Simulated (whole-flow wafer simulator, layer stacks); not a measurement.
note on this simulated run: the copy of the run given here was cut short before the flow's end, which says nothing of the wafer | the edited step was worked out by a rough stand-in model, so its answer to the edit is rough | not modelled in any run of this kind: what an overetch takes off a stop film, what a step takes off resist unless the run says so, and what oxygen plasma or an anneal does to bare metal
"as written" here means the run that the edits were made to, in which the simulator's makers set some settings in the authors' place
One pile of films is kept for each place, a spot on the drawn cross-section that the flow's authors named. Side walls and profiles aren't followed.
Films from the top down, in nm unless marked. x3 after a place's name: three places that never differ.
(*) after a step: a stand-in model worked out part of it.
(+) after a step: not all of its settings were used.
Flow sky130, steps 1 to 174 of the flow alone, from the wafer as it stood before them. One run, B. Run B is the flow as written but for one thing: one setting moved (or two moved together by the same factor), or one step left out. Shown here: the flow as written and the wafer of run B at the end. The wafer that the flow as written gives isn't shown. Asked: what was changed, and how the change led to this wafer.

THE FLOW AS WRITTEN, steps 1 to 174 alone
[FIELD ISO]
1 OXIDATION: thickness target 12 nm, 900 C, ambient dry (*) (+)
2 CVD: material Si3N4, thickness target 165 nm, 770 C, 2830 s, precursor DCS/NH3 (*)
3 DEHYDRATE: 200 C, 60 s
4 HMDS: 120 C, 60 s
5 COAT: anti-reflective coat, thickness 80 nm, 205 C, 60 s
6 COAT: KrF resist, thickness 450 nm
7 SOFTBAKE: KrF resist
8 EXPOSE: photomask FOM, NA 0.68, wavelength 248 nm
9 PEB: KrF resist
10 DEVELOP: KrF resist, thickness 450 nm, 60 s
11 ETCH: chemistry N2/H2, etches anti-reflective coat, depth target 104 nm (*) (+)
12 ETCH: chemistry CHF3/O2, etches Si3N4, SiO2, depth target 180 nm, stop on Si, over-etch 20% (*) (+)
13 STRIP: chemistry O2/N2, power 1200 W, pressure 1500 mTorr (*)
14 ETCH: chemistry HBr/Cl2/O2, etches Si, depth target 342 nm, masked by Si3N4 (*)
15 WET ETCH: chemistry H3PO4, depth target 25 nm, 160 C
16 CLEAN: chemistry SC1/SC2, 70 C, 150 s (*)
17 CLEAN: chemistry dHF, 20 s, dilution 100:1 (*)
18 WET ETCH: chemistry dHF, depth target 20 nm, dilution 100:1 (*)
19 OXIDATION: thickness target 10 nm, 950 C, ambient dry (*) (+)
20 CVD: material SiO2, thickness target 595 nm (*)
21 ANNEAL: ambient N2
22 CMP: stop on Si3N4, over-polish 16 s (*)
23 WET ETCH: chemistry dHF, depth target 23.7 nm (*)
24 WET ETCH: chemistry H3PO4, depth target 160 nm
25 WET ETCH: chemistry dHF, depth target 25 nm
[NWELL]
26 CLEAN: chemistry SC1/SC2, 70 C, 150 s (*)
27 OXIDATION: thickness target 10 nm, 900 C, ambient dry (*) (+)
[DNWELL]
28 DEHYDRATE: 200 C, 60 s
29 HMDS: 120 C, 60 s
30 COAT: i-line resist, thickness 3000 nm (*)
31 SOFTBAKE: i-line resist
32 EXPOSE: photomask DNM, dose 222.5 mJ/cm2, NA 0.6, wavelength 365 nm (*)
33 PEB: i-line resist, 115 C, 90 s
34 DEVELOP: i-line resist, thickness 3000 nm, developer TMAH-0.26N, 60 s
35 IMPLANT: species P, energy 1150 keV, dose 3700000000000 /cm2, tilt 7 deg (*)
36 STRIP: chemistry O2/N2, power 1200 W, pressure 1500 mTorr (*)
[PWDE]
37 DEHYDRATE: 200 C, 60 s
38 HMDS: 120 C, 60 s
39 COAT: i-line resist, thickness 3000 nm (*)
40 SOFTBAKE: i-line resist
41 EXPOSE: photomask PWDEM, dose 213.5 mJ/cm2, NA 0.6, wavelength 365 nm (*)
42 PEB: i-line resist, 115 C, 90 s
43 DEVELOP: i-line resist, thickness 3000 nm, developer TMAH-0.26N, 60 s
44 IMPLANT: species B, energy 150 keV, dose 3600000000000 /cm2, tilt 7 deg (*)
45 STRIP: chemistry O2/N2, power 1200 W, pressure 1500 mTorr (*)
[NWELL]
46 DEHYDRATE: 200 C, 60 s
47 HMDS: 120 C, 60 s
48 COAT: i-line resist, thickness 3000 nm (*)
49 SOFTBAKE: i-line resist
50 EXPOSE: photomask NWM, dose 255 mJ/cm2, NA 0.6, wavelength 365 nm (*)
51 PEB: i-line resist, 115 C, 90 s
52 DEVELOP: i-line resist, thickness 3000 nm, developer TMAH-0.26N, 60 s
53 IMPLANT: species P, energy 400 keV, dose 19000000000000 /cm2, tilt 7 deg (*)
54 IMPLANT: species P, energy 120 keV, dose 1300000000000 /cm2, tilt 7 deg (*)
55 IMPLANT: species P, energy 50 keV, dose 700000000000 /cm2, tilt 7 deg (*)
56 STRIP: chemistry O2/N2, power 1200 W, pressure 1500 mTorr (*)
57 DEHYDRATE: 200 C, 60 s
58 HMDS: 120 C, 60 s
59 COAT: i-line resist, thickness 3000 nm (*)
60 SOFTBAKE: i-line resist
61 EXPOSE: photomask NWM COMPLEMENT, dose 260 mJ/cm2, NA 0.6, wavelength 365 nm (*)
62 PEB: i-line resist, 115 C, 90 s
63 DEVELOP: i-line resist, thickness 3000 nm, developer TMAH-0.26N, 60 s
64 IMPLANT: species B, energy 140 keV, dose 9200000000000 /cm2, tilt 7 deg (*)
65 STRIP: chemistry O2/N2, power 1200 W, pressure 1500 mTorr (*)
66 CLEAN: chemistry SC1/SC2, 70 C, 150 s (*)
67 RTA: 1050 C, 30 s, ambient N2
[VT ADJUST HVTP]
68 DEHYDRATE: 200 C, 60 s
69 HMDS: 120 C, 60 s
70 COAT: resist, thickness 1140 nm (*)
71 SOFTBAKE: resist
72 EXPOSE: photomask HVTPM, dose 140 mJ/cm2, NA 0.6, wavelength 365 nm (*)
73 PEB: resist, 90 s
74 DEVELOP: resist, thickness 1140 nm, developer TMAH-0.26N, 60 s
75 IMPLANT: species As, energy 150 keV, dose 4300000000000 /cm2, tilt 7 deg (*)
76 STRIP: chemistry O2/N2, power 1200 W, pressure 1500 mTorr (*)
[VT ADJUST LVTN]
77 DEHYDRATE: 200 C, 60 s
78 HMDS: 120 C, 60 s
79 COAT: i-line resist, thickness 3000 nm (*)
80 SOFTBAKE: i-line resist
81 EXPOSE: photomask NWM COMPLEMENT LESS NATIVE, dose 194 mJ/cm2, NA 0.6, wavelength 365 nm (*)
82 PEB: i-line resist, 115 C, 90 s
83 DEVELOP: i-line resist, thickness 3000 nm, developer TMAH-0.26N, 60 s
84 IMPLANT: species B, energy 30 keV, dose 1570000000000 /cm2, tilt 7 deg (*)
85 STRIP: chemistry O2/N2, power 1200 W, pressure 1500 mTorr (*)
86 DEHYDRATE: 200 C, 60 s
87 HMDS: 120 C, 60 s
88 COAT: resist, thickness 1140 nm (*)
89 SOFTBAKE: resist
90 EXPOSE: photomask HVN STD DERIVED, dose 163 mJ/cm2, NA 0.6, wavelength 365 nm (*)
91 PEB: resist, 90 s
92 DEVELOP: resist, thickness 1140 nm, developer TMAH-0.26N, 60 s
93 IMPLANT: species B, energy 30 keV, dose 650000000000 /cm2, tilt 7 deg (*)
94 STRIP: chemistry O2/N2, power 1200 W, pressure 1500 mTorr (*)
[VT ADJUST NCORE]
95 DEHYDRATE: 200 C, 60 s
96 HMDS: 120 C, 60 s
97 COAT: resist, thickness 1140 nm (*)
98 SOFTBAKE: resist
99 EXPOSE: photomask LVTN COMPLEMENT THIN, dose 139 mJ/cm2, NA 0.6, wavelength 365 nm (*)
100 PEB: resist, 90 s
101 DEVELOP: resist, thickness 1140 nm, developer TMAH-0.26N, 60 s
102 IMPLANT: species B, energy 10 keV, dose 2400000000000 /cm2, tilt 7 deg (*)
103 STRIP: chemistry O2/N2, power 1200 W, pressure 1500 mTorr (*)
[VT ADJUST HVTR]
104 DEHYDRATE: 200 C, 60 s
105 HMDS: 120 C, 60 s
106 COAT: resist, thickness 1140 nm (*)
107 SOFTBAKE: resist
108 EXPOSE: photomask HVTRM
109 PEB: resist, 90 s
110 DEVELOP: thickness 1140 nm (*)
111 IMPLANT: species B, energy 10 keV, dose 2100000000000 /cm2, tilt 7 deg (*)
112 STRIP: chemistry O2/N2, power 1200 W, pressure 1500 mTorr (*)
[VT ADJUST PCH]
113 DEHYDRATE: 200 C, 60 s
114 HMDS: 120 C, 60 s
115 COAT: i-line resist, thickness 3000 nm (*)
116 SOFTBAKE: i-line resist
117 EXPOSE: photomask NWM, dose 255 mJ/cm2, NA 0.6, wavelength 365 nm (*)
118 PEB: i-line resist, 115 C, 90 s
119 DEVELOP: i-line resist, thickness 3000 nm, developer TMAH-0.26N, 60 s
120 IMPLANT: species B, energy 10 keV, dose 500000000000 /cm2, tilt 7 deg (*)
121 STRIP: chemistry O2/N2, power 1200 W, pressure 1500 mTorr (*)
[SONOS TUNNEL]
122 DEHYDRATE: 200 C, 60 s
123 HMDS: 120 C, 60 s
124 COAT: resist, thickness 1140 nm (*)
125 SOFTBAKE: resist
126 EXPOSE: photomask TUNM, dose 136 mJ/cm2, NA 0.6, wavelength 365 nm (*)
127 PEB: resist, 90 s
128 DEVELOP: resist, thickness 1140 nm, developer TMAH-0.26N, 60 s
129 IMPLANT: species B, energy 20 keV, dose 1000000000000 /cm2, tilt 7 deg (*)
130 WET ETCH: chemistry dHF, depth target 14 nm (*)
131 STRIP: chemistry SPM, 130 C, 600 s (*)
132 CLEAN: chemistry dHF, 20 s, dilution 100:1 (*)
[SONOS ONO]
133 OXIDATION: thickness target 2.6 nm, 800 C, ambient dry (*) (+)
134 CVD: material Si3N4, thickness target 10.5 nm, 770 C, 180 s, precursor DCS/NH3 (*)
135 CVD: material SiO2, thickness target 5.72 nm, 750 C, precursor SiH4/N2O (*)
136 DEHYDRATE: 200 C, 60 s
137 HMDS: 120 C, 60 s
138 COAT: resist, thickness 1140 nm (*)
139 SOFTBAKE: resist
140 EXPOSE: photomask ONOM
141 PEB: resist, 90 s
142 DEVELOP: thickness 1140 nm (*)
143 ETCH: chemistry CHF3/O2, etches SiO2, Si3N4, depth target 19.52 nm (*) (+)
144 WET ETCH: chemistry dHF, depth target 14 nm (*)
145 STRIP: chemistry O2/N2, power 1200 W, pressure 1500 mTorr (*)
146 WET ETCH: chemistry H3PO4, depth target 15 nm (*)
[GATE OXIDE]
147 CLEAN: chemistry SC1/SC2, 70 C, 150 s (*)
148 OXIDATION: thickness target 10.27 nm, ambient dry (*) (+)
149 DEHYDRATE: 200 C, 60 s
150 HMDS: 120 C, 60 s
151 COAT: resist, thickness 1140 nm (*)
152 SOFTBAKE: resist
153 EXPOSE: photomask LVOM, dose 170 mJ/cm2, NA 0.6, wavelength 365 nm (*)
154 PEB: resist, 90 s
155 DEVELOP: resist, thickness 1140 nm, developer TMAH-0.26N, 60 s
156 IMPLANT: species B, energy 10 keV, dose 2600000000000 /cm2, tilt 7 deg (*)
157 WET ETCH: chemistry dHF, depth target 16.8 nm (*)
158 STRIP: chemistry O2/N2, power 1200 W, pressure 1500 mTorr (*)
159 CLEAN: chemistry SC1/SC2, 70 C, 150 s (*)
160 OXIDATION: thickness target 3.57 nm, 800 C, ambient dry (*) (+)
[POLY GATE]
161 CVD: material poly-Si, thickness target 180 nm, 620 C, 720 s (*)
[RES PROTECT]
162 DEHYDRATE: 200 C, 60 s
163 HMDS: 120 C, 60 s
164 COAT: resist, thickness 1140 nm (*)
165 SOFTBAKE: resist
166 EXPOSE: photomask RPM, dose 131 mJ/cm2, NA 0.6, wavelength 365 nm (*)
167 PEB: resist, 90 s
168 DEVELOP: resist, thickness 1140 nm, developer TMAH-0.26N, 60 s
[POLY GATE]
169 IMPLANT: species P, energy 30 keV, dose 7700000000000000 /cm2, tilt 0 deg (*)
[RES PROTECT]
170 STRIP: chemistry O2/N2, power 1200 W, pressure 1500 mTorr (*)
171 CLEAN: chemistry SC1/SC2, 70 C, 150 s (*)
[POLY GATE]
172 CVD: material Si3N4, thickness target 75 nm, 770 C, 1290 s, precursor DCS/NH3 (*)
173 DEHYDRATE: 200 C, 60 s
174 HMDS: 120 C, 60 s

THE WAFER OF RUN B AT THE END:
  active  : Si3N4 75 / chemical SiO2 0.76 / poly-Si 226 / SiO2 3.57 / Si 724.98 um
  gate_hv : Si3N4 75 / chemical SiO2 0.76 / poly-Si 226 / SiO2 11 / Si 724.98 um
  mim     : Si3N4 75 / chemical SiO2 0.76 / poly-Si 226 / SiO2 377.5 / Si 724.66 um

The cause: step 161, CVD: 632 C was run, where the flow has 620 C.

How the change led to this, step by step:
  161 CVD: material poly-Si, thickness target 180 nm, 620 C, 720 s (*)
      field, active, n_well and 186 more: poly-Si +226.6 (new film) (as written it would be: poly-Si +180 (new film))
      ndiff_dn: poly-Si +265.4 (new film) (as written it would be: poly-Si +215.7 (new film))
